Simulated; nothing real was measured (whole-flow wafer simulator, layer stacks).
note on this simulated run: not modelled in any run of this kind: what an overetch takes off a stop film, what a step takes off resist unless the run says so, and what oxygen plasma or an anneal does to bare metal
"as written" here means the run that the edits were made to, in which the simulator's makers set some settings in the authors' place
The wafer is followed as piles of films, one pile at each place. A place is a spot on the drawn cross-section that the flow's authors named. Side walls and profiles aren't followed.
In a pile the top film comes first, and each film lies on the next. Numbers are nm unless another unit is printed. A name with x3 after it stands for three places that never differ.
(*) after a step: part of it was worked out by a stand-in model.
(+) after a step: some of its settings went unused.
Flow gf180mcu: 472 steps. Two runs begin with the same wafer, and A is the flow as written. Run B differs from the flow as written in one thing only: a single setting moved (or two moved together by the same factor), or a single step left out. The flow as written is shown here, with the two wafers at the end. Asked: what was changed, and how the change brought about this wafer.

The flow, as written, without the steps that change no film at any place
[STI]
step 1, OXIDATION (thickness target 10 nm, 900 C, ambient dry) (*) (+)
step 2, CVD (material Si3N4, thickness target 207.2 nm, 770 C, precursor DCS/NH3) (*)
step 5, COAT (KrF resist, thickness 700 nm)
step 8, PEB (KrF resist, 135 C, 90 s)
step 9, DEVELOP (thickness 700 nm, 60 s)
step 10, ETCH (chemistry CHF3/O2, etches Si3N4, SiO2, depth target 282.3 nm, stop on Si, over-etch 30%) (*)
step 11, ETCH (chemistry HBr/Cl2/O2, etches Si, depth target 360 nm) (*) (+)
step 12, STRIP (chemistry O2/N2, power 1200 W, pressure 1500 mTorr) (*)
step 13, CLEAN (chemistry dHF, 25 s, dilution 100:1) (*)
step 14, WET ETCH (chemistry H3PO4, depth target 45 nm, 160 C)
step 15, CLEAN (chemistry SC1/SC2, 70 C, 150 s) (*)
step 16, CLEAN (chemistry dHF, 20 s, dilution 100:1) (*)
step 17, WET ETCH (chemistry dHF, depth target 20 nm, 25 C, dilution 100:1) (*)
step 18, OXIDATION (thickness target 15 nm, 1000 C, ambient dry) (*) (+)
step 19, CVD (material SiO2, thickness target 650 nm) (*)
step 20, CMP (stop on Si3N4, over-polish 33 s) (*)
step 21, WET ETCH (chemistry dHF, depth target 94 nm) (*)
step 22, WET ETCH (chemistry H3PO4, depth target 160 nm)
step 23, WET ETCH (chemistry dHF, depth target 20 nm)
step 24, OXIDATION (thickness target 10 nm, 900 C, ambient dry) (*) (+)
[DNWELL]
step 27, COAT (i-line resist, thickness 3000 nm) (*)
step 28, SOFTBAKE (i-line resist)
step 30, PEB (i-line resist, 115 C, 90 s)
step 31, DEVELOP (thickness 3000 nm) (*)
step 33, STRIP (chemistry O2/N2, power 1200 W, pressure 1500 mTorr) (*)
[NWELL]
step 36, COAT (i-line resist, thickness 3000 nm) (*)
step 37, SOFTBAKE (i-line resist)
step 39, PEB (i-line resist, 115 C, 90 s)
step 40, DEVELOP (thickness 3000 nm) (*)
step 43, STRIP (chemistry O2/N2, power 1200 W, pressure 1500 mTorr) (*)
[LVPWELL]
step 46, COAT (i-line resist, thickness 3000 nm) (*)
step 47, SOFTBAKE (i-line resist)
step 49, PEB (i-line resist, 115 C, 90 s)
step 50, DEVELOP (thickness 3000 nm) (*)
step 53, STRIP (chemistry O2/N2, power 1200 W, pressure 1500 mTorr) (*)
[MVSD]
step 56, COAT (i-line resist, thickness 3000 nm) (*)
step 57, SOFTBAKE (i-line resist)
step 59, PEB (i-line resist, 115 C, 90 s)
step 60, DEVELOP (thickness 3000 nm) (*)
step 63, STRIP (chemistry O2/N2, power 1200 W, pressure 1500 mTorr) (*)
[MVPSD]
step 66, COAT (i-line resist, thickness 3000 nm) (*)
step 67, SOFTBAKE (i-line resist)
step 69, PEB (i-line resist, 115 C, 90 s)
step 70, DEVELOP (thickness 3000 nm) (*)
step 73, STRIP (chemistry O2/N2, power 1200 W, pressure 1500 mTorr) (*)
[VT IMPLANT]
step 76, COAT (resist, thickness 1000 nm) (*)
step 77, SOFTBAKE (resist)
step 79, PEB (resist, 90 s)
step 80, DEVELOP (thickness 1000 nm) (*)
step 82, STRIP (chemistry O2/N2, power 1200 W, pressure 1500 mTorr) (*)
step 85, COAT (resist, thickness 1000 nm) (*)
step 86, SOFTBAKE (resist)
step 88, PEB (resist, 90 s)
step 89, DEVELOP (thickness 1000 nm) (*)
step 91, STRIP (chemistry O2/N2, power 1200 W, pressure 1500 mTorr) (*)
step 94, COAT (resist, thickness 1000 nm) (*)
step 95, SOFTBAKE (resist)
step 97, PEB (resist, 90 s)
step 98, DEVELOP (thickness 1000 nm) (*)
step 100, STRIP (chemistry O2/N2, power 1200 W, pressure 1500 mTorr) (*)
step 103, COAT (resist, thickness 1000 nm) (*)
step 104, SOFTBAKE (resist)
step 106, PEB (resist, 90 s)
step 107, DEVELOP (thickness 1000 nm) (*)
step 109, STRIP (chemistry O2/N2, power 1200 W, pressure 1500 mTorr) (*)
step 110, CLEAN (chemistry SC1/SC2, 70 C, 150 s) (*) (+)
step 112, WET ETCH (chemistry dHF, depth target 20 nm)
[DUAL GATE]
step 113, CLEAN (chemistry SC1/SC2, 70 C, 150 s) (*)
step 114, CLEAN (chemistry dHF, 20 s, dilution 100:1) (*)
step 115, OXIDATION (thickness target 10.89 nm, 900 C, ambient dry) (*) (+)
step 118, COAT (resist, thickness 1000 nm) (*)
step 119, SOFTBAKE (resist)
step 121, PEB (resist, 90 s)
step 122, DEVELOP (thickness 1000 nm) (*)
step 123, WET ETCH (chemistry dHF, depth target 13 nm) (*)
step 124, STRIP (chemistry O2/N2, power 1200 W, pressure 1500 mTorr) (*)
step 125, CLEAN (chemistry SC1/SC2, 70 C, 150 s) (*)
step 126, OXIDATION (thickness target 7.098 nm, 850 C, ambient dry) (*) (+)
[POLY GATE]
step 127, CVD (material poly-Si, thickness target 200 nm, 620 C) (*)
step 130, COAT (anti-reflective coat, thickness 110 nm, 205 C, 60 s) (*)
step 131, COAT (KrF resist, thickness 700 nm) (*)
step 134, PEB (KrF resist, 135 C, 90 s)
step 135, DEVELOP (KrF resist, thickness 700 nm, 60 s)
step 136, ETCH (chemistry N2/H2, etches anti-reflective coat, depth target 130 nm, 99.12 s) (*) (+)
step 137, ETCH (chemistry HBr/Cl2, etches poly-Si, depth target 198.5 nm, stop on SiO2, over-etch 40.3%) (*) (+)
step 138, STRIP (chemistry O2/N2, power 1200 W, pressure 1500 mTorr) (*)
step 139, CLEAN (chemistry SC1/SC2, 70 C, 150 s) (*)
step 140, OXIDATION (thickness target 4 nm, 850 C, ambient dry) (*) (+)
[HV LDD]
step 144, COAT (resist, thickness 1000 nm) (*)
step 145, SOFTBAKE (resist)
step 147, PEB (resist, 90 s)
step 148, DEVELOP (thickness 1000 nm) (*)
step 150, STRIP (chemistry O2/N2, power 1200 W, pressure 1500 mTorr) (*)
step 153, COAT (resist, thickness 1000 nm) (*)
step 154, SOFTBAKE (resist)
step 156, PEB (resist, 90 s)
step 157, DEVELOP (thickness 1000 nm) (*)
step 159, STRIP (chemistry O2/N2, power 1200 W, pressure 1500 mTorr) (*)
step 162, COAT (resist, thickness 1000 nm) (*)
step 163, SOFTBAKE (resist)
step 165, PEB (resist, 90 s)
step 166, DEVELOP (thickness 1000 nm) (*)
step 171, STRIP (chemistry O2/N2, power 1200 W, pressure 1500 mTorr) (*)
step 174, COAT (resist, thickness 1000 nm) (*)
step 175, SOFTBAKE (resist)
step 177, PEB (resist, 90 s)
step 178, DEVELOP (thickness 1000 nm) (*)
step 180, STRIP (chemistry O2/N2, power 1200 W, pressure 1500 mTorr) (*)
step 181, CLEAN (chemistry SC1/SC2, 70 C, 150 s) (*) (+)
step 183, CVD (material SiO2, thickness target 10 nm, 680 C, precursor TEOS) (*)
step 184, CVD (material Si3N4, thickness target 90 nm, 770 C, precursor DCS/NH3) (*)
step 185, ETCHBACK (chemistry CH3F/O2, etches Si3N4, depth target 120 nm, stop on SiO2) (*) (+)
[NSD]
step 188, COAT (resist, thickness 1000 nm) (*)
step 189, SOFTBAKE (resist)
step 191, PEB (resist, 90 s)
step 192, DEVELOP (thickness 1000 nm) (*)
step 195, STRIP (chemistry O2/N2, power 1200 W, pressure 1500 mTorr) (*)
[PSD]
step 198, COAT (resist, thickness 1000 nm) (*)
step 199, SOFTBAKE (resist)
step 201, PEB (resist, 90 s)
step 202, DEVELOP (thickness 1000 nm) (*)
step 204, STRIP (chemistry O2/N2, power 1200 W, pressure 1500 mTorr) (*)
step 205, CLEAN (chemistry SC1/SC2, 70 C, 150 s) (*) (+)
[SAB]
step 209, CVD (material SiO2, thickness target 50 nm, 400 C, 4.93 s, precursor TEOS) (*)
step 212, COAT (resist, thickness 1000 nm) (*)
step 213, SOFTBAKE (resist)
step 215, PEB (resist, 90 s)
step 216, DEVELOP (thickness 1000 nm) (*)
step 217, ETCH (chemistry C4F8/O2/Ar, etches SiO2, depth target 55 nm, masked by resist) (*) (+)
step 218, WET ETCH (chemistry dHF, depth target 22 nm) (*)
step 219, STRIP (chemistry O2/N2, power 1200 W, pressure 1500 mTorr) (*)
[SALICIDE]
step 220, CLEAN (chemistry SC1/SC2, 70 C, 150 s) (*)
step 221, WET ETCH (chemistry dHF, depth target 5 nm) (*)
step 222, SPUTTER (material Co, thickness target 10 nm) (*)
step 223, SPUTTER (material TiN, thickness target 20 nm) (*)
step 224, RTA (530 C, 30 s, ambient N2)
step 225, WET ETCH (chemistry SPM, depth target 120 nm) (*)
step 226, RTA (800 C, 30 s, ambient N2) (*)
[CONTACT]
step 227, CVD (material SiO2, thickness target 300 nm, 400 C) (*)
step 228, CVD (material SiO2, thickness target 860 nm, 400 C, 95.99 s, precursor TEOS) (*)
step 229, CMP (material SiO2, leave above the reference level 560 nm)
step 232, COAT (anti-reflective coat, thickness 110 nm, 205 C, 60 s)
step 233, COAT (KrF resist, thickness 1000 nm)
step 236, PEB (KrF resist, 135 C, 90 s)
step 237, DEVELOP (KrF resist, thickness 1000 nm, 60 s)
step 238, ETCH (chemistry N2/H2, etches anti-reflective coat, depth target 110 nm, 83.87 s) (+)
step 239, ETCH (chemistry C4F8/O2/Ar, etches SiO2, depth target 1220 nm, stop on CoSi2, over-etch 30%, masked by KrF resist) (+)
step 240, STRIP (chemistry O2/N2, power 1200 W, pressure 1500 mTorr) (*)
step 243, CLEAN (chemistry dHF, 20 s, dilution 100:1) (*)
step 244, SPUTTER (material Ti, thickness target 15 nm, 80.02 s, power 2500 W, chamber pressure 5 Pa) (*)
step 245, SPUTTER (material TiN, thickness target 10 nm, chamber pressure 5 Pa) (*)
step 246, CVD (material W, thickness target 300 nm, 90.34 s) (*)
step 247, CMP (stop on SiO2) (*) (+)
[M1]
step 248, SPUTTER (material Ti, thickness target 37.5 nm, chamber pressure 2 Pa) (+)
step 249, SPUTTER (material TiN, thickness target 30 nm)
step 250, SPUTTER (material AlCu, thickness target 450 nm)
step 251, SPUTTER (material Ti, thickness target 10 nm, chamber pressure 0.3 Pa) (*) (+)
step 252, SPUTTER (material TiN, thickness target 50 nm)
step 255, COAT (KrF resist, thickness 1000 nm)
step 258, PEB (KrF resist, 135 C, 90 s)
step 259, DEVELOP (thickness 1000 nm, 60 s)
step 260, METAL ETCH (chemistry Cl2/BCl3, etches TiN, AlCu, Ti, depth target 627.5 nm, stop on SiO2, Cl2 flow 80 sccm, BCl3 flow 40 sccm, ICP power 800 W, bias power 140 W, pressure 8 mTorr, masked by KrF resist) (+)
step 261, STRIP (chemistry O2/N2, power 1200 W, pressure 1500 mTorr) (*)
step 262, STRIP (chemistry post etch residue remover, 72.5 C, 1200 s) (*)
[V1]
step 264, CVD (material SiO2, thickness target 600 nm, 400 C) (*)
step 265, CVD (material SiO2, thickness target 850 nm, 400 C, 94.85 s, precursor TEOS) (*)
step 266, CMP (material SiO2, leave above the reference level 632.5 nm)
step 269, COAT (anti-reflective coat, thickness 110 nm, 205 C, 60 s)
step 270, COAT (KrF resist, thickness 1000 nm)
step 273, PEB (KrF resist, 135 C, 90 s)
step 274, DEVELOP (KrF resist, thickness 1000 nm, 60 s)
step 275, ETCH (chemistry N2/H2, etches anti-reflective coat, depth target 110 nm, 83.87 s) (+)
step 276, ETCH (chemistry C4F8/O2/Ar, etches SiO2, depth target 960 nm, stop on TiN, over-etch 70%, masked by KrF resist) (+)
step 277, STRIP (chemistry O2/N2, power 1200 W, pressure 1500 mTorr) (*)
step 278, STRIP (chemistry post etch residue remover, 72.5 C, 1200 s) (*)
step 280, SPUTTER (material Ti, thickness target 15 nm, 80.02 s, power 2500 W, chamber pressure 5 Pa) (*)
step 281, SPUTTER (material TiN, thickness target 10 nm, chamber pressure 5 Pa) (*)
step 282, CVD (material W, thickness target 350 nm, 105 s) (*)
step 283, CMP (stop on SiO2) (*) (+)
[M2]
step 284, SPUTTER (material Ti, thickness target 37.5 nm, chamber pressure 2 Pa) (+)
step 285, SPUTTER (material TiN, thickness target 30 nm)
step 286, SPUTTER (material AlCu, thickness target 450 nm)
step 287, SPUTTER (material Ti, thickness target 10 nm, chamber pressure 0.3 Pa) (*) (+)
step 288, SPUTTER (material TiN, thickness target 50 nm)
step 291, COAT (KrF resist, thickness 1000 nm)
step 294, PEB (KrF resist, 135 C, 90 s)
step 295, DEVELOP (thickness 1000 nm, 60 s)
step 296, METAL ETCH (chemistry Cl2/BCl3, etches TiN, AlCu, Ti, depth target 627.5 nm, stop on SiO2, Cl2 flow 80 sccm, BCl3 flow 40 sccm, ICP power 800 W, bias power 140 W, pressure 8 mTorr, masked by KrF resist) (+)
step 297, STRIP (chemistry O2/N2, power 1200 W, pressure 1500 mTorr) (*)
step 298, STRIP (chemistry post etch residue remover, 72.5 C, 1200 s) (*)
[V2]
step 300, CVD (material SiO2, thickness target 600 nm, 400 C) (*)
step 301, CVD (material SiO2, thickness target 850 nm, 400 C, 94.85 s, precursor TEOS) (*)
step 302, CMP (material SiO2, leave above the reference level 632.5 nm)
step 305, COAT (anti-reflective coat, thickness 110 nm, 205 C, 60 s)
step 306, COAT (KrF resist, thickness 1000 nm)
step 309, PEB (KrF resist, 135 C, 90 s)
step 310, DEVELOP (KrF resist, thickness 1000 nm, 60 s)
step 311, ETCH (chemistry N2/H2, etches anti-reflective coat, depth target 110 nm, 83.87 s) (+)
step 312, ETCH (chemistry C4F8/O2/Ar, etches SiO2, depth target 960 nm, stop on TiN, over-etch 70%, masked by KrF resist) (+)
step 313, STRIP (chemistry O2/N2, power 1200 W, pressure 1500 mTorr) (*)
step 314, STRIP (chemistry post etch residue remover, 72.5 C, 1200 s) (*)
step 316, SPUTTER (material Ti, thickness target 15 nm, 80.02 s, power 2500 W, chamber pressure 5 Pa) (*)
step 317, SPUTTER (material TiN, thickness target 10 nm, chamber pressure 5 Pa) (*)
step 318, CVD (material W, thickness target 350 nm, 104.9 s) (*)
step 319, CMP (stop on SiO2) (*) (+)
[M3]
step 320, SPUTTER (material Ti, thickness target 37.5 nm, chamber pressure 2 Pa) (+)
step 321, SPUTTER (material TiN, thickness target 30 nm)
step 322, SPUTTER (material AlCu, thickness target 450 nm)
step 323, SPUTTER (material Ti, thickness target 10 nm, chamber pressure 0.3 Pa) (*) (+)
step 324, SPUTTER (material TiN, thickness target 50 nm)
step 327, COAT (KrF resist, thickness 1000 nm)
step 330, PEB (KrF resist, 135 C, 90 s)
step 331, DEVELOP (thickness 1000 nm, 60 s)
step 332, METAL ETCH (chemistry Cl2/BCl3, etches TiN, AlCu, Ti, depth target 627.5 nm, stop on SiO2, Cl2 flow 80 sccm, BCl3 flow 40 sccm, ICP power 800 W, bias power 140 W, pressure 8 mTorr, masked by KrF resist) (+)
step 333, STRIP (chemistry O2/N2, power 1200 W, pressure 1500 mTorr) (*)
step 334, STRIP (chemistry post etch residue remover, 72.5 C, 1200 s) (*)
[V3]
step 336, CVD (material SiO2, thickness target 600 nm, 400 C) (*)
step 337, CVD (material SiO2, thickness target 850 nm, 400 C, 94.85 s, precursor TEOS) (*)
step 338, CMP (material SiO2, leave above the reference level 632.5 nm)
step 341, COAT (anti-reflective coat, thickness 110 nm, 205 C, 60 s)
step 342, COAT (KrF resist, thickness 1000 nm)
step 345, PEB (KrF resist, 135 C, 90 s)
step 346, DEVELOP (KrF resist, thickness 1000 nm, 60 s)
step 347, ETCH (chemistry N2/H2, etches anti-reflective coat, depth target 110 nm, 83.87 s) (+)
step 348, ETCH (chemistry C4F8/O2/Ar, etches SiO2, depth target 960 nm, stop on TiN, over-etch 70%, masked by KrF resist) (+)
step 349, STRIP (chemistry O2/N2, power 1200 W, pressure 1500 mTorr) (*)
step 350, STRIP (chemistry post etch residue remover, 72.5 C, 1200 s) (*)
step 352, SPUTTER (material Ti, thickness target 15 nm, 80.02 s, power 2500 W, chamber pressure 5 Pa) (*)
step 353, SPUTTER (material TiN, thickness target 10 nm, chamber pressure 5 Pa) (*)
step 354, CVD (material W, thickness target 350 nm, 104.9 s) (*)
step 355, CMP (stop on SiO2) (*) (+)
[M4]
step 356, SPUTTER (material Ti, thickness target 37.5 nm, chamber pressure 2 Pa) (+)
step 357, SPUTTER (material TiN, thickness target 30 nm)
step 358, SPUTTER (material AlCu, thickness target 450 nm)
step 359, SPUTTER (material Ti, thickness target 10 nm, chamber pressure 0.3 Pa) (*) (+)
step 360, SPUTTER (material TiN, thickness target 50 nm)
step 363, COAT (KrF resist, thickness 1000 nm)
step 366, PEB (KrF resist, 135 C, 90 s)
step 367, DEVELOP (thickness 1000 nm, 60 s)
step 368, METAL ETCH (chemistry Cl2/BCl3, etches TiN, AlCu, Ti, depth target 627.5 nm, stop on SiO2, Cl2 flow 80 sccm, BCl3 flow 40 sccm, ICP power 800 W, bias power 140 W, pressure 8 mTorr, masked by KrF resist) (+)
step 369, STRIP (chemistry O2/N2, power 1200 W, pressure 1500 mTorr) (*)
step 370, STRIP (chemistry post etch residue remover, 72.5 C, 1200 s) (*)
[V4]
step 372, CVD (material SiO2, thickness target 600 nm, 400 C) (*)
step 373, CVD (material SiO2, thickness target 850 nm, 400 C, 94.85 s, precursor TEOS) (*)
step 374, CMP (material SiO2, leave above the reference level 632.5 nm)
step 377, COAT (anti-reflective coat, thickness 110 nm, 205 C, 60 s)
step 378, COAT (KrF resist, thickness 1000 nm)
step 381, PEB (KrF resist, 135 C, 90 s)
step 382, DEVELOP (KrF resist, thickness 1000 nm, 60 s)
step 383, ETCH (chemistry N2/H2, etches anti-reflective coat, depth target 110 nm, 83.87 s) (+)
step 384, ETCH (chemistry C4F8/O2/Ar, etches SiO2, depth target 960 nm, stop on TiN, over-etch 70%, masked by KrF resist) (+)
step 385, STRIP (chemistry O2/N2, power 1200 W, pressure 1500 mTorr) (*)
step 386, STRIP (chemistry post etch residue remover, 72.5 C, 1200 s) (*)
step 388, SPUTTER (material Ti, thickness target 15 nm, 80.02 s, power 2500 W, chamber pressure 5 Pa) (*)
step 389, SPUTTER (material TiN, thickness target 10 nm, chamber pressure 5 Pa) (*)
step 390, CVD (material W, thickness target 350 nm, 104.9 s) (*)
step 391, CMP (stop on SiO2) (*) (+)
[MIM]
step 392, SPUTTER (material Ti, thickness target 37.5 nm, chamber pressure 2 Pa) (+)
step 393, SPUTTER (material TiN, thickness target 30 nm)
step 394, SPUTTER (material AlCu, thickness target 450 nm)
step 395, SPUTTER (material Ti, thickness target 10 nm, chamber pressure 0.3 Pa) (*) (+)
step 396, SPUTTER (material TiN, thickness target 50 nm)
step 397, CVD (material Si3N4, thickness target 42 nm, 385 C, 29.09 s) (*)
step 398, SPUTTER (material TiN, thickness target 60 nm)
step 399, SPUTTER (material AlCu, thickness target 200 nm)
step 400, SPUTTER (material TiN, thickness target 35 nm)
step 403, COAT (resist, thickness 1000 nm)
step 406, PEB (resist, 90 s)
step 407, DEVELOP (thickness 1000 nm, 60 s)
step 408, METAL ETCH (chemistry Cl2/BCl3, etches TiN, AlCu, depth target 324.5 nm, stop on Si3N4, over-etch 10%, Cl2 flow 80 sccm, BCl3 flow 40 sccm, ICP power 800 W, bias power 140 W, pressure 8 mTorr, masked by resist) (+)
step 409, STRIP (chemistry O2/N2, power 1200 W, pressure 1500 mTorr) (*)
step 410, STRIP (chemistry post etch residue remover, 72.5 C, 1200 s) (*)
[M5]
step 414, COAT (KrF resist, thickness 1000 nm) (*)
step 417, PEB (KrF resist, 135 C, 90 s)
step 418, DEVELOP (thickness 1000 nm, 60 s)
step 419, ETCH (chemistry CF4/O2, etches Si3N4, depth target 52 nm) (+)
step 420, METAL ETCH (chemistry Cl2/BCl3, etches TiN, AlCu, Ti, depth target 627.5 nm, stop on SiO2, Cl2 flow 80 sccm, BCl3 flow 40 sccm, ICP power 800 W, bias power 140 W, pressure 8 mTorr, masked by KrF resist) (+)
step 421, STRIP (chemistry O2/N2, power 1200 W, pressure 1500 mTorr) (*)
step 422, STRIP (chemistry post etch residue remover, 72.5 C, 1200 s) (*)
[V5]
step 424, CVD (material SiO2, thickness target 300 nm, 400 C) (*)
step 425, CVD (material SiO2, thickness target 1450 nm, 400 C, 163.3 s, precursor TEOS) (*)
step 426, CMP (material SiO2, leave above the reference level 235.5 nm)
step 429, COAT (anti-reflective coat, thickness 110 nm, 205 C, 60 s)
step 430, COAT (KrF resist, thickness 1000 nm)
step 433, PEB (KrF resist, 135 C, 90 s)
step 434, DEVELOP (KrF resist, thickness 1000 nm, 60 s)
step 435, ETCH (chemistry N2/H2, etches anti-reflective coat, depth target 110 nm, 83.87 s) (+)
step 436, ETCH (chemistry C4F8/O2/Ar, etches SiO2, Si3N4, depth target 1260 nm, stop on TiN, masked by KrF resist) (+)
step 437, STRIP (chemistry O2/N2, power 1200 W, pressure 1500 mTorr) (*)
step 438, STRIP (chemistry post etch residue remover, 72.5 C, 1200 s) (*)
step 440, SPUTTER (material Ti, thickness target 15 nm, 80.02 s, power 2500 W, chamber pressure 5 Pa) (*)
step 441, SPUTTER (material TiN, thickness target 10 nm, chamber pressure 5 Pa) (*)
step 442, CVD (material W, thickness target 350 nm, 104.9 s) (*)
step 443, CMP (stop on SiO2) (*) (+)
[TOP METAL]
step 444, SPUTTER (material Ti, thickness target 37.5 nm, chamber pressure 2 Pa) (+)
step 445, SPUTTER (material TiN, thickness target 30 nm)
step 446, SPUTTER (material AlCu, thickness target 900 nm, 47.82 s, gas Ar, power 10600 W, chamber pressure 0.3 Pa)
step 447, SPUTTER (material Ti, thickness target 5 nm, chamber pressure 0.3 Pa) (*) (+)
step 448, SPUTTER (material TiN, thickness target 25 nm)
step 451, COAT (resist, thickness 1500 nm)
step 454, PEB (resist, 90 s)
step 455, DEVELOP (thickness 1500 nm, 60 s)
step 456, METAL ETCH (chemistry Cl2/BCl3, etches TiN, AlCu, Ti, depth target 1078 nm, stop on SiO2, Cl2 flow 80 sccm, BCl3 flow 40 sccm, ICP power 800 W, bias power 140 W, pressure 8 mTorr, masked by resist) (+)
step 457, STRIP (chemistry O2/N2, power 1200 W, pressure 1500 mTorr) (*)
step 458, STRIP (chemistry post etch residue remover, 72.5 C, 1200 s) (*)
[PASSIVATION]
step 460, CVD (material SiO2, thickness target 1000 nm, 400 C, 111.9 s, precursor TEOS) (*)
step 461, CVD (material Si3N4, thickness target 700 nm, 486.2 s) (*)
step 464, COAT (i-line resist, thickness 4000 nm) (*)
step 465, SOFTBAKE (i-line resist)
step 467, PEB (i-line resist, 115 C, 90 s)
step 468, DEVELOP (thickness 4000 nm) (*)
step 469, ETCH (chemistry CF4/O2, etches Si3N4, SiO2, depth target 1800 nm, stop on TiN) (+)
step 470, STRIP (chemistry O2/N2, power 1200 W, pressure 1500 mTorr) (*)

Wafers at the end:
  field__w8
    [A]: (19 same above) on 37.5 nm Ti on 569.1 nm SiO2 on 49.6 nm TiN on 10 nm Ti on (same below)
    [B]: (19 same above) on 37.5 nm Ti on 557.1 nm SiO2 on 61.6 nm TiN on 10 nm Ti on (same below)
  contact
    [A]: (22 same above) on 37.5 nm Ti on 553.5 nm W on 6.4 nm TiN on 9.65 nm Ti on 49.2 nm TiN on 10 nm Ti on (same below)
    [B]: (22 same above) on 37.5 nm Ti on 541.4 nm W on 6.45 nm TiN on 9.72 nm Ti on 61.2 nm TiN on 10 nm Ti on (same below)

The reason: step 324, SPUTTER: thickness target 62 nm was run, though the flow has thickness target 50 nm.

The path from the change to this, step by step:
  step 324, SPUTTER (material TiN, thickness target 50 nm)
      field, field__w1, field__w2 and 108 more: A +50 TiN (new film) | B +62 TiN (new film)
  step 332, METAL ETCH (chemistry Cl2/BCl3, etches TiN, AlCu, Ti, depth target 627.5 nm, stop on SiO2, Cl2 flow 80 sccm, BCl3 flow 40 sccm, ICP power 800 W, bias power 140 W, pressure 8 mTorr, masked by KrF resist) (+)
      field, field__w1, field__w2 and 103 more: A -50 TiN (all of it), -10 Ti (all of it), -450 AlCu (all of it), -30 TiN (all of it), -37.5 Ti (all of it) | B -62 TiN (all of it), -10 Ti (all of it), -450 AlCu (all of it), -30 TiN (all of it), -37.5 Ti (all of it)
  step 348, ETCH (chemistry C4F8/O2/Ar, etches SiO2, depth target 960 nm, stop on TiN, over-etch 70%, masked by KrF resist) (+)
      contact: A -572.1 SiO2 (all of it) | B -560.1 SiO2 (all of it)
